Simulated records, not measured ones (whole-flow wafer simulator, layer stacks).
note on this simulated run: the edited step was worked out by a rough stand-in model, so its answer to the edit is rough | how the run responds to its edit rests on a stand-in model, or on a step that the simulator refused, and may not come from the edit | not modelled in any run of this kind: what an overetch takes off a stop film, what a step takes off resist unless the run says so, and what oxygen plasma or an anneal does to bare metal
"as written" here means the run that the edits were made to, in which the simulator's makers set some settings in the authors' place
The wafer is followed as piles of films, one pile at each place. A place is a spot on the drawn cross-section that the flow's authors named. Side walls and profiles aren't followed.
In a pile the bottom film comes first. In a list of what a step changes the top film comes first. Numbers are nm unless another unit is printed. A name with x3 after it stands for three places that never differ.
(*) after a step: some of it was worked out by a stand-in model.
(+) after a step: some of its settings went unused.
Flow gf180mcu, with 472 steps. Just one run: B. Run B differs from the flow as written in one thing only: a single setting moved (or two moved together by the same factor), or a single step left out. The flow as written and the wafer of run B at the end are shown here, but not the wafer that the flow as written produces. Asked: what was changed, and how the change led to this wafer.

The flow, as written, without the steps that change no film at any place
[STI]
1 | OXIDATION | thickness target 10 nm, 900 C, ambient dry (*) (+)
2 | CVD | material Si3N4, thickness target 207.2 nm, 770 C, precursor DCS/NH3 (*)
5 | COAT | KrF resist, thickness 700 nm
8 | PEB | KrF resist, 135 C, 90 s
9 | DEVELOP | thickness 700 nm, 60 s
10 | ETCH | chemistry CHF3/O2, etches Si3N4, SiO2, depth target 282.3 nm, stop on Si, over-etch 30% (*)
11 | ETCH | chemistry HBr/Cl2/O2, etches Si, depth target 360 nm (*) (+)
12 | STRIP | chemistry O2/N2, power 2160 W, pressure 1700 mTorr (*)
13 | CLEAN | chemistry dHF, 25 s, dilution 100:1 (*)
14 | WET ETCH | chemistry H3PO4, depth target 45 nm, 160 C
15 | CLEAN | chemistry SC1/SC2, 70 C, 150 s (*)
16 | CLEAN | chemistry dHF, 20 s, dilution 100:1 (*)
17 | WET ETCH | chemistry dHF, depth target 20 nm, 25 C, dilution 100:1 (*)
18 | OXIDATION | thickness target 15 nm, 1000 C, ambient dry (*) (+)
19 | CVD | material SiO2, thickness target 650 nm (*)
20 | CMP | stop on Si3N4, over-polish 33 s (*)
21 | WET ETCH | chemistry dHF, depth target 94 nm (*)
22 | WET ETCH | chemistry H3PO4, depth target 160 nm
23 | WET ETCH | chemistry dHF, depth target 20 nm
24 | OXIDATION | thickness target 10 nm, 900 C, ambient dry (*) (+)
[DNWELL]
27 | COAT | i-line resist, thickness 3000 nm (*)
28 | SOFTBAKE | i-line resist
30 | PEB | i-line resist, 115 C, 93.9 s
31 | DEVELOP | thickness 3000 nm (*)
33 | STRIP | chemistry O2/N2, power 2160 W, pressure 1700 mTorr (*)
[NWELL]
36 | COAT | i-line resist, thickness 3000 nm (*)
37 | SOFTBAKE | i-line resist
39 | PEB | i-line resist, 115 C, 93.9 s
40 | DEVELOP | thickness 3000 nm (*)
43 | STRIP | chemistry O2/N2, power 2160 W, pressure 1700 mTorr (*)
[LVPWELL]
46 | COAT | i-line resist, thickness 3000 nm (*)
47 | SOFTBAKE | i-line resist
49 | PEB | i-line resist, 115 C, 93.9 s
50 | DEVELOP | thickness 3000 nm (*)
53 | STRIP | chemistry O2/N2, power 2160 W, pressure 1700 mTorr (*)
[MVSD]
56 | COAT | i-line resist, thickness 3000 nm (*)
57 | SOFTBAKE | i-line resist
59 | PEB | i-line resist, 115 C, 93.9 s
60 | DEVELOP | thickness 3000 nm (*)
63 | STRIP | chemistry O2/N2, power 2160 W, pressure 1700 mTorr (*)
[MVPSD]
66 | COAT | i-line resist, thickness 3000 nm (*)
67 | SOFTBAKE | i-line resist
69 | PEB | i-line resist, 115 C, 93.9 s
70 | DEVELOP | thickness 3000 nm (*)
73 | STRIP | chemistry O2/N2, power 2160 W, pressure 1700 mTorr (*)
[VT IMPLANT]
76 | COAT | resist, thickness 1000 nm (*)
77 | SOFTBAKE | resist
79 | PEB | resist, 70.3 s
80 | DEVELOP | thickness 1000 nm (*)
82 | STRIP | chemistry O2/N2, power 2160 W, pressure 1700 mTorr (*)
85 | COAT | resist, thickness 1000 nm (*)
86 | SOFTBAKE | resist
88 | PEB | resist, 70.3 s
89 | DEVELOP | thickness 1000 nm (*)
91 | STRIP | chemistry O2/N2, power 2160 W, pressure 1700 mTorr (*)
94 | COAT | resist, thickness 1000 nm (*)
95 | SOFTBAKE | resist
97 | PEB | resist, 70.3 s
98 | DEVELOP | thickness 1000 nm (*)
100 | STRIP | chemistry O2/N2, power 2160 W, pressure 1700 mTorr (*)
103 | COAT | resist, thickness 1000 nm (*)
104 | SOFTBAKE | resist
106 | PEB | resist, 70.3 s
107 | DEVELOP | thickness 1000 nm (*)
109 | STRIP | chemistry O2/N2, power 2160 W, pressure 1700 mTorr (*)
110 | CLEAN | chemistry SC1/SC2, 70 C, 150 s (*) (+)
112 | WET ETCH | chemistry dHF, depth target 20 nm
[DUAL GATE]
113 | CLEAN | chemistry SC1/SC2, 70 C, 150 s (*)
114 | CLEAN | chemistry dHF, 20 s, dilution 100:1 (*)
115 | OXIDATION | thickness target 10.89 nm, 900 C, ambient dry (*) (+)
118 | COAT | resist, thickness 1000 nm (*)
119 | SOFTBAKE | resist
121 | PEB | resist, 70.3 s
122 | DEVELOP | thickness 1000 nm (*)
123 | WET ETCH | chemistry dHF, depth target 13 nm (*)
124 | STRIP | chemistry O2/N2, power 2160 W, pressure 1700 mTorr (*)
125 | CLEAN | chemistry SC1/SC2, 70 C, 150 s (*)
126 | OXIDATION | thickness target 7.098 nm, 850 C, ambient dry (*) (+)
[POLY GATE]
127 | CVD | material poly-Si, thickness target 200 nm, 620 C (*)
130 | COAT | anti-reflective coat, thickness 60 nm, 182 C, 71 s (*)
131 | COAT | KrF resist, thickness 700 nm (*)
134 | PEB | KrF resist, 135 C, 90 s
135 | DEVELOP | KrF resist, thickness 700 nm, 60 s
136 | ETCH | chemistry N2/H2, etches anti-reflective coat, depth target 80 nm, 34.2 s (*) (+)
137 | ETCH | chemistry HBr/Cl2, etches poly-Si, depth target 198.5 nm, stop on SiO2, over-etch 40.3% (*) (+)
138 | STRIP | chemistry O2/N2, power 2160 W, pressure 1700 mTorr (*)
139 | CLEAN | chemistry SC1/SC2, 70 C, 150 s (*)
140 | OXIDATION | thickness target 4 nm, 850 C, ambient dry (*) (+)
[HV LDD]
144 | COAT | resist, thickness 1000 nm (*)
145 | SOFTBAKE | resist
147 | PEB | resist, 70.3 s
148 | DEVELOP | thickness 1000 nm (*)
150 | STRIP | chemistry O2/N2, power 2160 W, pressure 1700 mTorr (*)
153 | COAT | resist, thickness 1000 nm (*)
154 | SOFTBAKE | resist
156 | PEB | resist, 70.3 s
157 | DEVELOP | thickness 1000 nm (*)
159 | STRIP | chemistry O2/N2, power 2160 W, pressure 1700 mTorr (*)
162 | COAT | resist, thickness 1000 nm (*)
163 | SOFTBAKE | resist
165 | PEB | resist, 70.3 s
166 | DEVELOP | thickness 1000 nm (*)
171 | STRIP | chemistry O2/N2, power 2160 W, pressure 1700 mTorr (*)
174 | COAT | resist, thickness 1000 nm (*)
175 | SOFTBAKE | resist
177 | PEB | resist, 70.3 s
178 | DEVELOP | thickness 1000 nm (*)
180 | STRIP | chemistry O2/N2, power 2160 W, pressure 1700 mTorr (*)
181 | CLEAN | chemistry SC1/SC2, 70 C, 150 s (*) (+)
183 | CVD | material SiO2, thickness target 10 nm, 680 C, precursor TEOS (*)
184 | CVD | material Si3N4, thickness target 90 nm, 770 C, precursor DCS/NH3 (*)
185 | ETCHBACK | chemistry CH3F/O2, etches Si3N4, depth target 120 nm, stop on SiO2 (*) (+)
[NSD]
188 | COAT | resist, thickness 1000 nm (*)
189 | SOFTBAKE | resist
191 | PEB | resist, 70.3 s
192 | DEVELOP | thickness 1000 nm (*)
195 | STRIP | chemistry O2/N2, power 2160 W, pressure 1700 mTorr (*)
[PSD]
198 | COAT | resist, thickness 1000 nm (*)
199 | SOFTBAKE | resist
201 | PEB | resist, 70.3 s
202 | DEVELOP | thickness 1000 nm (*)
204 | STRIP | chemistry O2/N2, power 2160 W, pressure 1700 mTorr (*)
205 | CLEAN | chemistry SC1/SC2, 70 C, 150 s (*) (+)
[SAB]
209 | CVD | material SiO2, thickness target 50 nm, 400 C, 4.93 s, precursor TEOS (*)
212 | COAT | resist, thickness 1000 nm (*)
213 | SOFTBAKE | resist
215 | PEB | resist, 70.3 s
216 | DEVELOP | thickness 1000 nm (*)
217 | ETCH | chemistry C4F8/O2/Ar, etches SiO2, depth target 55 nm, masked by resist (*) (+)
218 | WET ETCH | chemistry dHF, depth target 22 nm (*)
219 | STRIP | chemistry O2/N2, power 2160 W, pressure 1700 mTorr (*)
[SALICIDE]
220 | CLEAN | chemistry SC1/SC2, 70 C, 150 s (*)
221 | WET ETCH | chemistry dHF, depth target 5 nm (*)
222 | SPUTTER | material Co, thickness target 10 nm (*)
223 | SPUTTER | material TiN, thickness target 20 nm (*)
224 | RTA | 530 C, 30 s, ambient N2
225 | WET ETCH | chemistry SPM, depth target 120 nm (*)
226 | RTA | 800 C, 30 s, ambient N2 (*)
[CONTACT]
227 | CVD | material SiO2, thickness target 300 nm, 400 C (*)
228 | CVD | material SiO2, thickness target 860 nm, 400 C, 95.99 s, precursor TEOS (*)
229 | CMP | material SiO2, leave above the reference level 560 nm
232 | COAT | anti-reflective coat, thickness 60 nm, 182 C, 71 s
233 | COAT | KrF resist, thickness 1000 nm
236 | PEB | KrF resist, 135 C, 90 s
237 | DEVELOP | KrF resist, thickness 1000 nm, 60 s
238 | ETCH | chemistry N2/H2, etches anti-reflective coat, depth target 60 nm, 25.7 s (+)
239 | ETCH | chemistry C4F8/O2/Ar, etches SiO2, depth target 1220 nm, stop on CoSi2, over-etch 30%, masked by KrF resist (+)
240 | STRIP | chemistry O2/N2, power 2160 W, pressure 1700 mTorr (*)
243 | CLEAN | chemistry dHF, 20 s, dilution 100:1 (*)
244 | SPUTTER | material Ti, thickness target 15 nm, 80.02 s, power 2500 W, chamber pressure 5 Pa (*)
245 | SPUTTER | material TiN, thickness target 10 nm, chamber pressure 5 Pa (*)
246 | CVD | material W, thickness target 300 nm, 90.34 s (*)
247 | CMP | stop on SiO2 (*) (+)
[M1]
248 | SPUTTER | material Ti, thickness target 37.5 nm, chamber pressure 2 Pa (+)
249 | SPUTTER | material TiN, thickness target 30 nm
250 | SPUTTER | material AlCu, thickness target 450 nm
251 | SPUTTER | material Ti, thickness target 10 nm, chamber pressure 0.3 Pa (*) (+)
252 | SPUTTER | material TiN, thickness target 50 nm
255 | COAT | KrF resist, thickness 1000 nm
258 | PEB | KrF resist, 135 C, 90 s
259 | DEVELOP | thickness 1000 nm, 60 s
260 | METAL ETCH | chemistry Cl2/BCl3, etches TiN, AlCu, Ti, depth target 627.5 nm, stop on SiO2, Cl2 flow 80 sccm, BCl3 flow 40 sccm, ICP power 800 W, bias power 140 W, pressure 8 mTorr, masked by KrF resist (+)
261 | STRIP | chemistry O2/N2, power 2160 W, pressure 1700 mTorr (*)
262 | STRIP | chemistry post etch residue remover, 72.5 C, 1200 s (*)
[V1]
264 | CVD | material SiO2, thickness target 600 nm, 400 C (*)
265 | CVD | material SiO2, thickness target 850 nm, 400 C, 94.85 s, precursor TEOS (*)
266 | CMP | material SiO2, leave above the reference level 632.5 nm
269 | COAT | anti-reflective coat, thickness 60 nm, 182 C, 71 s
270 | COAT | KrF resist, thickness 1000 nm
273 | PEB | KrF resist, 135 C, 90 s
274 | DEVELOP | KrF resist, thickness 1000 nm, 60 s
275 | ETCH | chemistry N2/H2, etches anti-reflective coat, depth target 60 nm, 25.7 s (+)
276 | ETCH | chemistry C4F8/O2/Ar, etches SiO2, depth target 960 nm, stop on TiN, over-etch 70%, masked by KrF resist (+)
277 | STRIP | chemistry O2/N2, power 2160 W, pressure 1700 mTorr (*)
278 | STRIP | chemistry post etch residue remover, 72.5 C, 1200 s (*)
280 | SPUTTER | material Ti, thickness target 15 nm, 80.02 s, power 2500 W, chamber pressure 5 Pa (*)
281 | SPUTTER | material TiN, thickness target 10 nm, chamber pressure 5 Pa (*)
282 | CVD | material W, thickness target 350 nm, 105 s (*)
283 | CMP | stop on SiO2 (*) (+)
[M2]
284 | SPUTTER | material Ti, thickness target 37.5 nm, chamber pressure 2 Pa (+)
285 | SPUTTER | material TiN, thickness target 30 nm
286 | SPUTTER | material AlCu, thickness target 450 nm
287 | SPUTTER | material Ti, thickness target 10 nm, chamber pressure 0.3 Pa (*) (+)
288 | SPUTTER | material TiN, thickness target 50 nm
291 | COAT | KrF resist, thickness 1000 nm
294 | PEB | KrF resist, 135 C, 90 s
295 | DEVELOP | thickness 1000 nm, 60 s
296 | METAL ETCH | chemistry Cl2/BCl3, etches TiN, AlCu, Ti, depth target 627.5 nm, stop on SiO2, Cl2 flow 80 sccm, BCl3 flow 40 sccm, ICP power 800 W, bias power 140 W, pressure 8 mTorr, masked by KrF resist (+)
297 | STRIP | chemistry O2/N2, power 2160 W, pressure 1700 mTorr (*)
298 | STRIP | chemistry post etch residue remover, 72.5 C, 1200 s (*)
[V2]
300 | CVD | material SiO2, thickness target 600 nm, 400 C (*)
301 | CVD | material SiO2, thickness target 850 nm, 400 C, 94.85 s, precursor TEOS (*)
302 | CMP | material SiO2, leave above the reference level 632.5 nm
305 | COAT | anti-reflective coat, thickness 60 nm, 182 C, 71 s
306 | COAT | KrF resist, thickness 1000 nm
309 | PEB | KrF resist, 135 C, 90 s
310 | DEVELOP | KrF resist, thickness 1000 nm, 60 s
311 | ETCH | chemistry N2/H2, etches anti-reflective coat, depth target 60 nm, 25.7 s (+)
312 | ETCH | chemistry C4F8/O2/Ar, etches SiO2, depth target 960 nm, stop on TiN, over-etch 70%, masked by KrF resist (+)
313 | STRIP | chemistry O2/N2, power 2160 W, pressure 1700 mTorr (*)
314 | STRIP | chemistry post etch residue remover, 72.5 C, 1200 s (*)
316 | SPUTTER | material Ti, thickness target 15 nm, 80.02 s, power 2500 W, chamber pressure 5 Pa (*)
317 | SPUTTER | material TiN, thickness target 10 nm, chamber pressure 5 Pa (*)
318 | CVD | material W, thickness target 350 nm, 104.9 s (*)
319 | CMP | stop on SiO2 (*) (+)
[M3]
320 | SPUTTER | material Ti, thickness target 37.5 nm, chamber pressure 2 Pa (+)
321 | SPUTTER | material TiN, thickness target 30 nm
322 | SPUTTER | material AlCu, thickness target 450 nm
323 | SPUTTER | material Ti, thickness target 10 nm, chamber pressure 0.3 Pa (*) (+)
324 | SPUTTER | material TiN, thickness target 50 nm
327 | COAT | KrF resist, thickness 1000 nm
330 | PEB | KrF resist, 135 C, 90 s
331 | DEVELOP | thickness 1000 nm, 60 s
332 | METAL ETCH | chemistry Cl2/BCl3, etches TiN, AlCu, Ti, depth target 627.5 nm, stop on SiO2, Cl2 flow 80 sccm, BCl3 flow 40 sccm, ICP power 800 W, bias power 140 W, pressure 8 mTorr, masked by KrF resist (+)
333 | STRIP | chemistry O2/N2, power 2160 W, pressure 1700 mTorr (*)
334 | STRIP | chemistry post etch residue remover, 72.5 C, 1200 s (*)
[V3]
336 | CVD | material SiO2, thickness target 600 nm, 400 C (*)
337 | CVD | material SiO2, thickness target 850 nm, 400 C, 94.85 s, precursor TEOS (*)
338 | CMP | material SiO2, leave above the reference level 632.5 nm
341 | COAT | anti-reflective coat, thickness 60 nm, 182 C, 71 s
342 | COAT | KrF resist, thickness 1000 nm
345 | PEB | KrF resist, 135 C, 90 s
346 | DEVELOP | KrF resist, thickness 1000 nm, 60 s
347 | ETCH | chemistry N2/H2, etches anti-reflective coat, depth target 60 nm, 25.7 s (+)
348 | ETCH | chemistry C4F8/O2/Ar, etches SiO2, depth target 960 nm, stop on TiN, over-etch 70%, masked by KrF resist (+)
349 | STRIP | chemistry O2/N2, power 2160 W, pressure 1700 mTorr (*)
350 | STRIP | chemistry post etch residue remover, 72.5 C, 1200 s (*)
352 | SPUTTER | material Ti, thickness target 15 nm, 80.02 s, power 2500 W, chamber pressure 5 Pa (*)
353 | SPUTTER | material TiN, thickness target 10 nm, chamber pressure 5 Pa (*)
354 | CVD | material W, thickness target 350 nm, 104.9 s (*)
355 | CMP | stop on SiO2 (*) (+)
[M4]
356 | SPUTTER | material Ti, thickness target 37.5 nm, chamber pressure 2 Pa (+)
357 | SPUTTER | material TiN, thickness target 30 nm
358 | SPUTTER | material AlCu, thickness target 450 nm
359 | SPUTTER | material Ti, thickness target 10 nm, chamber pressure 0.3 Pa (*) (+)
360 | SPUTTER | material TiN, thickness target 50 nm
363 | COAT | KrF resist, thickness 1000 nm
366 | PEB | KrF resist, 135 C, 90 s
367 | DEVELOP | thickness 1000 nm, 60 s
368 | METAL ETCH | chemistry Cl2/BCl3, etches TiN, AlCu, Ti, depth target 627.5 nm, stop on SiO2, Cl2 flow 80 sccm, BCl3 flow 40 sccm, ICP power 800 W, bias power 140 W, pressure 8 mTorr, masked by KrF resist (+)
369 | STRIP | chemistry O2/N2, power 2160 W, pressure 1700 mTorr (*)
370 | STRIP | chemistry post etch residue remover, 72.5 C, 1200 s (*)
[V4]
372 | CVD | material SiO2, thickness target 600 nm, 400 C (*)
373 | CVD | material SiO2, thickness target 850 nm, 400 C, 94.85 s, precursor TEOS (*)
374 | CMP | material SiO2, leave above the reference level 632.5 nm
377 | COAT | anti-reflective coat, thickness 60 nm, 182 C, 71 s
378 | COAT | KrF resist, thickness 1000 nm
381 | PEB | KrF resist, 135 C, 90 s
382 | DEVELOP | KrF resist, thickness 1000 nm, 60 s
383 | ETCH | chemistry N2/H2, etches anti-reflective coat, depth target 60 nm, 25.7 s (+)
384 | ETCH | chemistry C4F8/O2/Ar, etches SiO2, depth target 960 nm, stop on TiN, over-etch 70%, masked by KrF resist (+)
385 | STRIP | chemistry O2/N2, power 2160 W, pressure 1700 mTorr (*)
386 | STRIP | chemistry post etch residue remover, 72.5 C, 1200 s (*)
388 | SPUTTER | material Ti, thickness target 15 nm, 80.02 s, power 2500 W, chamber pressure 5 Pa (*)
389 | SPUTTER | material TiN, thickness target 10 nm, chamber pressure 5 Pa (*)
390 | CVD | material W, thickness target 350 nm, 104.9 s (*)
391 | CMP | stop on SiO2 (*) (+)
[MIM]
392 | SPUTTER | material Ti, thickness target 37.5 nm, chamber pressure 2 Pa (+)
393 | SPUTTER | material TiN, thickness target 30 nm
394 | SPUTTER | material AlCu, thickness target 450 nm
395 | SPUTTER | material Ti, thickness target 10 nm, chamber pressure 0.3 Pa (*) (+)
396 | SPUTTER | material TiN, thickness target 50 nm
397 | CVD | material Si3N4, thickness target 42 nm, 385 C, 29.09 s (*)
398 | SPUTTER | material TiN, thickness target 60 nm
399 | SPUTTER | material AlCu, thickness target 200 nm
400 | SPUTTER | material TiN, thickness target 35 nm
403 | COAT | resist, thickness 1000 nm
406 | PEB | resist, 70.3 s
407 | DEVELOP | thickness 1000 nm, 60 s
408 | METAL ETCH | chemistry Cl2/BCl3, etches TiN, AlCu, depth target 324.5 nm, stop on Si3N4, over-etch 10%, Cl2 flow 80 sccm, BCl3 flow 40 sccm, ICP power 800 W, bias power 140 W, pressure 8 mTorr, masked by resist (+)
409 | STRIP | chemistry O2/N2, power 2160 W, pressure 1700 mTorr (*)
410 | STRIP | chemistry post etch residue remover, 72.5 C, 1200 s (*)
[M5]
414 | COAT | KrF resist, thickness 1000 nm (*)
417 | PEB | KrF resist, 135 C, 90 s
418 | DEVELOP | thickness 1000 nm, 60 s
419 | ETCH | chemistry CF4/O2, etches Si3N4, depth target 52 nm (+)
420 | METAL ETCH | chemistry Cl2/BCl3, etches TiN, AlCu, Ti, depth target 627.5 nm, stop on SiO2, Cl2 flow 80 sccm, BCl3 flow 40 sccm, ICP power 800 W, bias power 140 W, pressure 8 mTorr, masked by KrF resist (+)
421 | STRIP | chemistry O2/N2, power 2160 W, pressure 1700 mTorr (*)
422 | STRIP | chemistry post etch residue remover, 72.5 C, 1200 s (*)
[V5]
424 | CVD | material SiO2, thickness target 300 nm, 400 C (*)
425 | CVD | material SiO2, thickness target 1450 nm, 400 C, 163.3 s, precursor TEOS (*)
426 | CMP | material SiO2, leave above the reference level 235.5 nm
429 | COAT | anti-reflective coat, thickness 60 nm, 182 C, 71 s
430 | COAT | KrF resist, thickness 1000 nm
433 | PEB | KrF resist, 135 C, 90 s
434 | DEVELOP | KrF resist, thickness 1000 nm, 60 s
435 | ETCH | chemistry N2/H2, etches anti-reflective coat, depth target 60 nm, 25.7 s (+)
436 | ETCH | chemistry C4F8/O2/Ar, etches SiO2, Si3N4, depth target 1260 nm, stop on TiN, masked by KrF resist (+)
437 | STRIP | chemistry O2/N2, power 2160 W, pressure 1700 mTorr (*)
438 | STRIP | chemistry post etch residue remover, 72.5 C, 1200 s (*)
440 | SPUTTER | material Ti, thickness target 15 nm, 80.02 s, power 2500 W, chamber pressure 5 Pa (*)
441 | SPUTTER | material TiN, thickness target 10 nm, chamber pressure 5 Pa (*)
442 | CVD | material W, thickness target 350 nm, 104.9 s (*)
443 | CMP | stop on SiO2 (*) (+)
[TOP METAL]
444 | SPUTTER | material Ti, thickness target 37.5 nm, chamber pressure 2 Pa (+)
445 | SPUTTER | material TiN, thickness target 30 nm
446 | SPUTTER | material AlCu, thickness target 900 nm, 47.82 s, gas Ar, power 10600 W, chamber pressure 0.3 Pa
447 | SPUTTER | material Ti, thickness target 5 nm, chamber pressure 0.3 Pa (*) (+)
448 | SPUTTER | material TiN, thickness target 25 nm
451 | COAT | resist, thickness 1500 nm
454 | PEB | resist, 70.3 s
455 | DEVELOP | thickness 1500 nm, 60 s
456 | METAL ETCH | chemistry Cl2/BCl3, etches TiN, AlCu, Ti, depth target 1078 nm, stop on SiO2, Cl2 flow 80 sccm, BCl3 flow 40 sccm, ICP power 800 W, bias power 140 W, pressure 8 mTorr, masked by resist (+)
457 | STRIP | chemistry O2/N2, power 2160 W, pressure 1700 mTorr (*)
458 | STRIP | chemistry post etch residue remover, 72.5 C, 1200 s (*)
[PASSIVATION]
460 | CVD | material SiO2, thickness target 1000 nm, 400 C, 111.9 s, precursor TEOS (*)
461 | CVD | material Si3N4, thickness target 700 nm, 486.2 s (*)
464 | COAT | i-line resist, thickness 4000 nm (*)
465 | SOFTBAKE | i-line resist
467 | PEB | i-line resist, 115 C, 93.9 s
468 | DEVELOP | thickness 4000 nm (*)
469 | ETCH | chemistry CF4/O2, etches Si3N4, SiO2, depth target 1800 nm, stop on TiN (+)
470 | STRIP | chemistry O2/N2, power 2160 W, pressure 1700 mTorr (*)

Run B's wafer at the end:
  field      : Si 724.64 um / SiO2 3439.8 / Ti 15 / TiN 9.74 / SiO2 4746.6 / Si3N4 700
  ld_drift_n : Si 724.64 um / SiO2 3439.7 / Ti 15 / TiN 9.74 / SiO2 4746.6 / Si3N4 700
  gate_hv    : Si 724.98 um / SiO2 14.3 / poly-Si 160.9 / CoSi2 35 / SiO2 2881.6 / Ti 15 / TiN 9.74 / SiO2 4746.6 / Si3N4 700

The reason: step 301, CVD: thickness target 489 nm was run, while the flow as written has thickness target 850 nm; step 301, CVD: 54.54 s was run, where the flow has 94.85 s.

How this came from the change, step by step:
  301 | CVD | material SiO2, thickness target 850 nm, 400 C, 94.85 s, precursor TEOS (*)
      field, field__w1, field__w2 and 108 more: SiO2 gains 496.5 (as written it would have been: SiO2 gains 850)
  302 | CMP | material SiO2, leave above the reference level 632.5 nm
      field, field__w1, field__w2 and 103 more: nothing (as written it would have been: SiO2 loses 300)
      field__w8, contact, m1, m1__w1, m1_nw: SiO2 loses 523.6 (as written it would have been: SiO2 loses 877.1)
  305 | COAT | anti-reflective coat, thickness 60 nm, 182 C, 71 s
      field: anti-reflective coat gains 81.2 (new film) (as written it would have been: anti-reflective coat gains 60 (new film))
      field__w8: anti-reflective coat gains 30.7 (new film) (as written it would have been: anti-reflective coat gains 60 (new film))
      (also at 11 further places)
  306 | COAT | KrF resist, thickness 1000 nm
      m1_nw: KrF resist gains 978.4 (new film) (as written it would have been: KrF resist gains 1000 (new film))
  311 | ETCH | chemistry N2/H2, etches anti-reflective coat, depth target 60 nm, 25.7 s (+)
      contact: anti-reflective coat loses 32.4 (all of it), SiO2 loses 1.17 (as written it would have been: anti-reflective coat loses 60 (all of it), SiO2 loses 0.46)
  313 | STRIP | chemistry O2/N2, power 2160 W, pressure 1700 mTorr (*)
      field: KrF resist loses 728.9 (all of it), anti-reflective coat loses 81.2 (all of it) (as written it would have been: KrF resist loses 739.2 (all of it), anti-reflective coat loses 60 (all of it))
      field__w8: KrF resist loses 733.6 (all of it), anti-reflective coat loses 30.7 (all of it) (as written it would have been: KrF resist loses 739.2 (all of it), anti-reflective coat loses 60 (all of it))
      (also at 12 further places)
  318 | CVD | material W, thickness target 350 nm, 104.9 s (*)
      contact: W gains 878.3 (new film) (as written it would have been: W gains 932.3 (new film))
  319 | CMP | stop on SiO2 (*) (+)
      field, field__w1, field__w2 and 103 more: W loses 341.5 (as written it would have been: W loses 350 (all of it), TiN loses 10 (all of it), Ti loses 15 (all of it), SiO2 loses 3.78)
      field__w8, m1, m1__w1, m1_nw: W loses 350 (all of it), TiN loses 10 (all of it), Ti loses 15 (all of it), SiO2 loses 20 (as written it would have been: W loses 350 (all of it), TiN loses 10 (all of it), Ti loses 15 (all of it), SiO2 loses 3.78)
      (also at 1 further place)
  332 | METAL ETCH | chemistry Cl2/BCl3, etches TiN, AlCu, Ti, depth target 627.5 nm, stop on SiO2, Cl2 flow 80 sccm, BCl3 flow 40 sccm, ICP power 800 W, bias power 140 W, pressure 8 mTorr, masked by KrF resist (+)
      field, field__w1, field__w2 and 103 more: TiN loses 50 (all of it), Ti loses 10 (all of it), AlCu loses 450 (all of it), TiN loses 30 (all of it), Ti loses 37.5 (all of it), W loses 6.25 (as written it would have been: TiN loses 50 (all of it), Ti loses 10 (all of it), AlCu loses 450 (all of it), TiN loses 30 (all of it), Ti loses 37.5 (all of it))
  334 | STRIP | chemistry post etch residue remover, 72.5 C, 1200 s (*)
      field, field__w1, field__w2 and 103 more: W loses 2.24 (all of it), TiN loses 0.26 (as written it would have been: nothing)
  336 | CVD | material SiO2, thickness target 600 nm, 400 C (*)
      field, field__w1, field__w2 and 103 more: SiO2 gains 600 (new film) (as written it would have been: SiO2 gains 600)
  338 | CMP | material SiO2, leave above the reference level 632.5 nm
      field, field__w1, field__w2 and 103 more: SiO2 loses 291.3 (as written it would have been: SiO2 loses 300)
With metal films that touch counted as one body, field has 1 body; the flow as written gives 0 bodies.
With metal films that touch counted as one body, ld_drift_n has 1 body; the flow as written gives 0 bodies.
With metal films that touch counted as one body, gate_hv has 2 bodies (between them, from the top down: SiO2 2881.6); the flow as written gives 1 body.
